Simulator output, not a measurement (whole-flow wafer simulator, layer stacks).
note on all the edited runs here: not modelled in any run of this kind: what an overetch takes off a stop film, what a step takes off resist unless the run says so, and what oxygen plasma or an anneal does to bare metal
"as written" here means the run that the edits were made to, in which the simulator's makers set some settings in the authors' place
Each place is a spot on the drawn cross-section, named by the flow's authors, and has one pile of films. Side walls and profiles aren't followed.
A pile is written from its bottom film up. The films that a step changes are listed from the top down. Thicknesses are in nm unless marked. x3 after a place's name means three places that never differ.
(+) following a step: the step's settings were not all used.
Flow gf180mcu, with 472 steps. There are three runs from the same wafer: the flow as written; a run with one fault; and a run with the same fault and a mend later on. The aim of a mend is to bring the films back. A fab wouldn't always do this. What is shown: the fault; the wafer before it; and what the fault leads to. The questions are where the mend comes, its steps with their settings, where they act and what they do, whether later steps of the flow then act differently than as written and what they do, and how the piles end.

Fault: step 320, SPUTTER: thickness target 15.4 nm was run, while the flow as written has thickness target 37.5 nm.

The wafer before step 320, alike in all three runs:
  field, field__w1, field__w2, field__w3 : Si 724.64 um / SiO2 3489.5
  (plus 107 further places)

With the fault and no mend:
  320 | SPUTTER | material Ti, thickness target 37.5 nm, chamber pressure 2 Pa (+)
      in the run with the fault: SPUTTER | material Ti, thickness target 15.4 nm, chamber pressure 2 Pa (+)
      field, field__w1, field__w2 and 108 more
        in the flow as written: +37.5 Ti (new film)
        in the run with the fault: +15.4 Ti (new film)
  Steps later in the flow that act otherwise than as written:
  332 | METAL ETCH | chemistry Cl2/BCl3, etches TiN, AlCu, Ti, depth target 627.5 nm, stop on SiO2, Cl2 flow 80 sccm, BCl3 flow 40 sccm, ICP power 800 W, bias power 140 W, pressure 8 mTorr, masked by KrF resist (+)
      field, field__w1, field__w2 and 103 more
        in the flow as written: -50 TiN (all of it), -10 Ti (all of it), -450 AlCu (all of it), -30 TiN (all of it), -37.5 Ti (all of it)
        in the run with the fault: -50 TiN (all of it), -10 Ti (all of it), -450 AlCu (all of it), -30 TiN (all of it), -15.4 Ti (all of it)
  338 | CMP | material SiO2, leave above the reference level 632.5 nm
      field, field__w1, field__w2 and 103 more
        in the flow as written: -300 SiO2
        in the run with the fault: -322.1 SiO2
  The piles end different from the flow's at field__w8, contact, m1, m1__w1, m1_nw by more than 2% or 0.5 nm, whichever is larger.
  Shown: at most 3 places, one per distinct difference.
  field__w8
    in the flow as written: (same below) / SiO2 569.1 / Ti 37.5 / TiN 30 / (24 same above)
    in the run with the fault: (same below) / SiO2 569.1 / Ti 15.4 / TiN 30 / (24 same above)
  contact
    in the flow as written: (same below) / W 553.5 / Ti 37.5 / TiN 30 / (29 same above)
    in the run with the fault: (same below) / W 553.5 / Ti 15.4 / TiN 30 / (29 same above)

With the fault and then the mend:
  The mend follows step 320.
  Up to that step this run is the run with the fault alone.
  320a | SPUTTER | material Ti, thickness target 22.1 nm, chamber pressure 2 Pa (+) (a further turn of the flow's step 320, with different settings)
      field, field__w1, field__w2 and 108 more
        +22.1 Ti
  None of the later steps of the flow acts differently than as written at any place that is followed.
  The piles end the same as the flow's at every place that both follow.
